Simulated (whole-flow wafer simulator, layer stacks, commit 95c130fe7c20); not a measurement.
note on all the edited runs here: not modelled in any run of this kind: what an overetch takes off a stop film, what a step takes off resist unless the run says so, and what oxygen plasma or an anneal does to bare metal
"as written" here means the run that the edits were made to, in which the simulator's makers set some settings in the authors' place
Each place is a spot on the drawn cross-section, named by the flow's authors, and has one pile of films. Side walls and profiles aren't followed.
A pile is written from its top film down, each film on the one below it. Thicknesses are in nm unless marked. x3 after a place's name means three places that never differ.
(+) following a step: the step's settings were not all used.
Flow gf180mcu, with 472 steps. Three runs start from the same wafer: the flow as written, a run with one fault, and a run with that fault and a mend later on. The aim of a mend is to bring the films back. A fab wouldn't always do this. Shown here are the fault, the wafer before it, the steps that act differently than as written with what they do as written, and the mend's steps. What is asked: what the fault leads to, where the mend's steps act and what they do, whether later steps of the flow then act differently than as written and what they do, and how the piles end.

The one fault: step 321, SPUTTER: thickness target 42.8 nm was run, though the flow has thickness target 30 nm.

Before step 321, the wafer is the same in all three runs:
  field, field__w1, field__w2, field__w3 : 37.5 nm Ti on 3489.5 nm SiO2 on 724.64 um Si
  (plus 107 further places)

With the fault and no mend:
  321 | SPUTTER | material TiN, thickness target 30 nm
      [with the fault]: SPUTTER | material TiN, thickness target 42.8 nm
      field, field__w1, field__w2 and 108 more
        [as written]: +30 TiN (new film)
        [with the fault]: +42.8 TiN (new film)
  Steps further on in the flow that do not act as written:
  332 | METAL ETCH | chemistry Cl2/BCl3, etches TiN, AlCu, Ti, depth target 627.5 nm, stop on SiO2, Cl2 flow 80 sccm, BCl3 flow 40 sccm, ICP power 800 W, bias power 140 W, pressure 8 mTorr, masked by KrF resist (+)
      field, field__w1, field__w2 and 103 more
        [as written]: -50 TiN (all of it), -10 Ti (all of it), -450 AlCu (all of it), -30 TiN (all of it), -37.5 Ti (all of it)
        [with the fault]: -50 TiN (all of it), -10 Ti (all of it), -450 AlCu (all of it), -42.8 TiN (all of it), -37.5 Ti (all of it)
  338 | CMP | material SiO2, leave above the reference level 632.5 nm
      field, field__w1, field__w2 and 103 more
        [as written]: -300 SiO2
        [with the fault]: -287.2 SiO2
  At field__w8, contact, m1, m1__w1, m1_nw, the piles at the end differ from the flow's by more than 2% or 0.5 nm, whichever is larger.
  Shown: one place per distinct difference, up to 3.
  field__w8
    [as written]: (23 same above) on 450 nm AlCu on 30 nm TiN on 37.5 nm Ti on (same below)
    [with the fault]: (23 same above) on 450 nm AlCu on 42.8 nm TiN on 37.5 nm Ti on (same below)
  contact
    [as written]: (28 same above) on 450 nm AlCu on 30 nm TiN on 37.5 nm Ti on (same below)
    [with the fault]: (28 same above) on 450 nm AlCu on 42.8 nm TiN on 37.5 nm Ti on (same below)

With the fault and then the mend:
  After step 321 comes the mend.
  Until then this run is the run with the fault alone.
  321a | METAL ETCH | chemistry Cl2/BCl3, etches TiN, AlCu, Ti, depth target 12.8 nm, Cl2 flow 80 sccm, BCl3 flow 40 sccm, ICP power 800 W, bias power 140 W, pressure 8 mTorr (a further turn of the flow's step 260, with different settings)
      field, field__w1, field__w2 and 108 more
        -12.8 TiN
  Later steps of the flow that are run all act as written at every place that is followed.
  At every place that both follow, the piles at the end match the flow's.
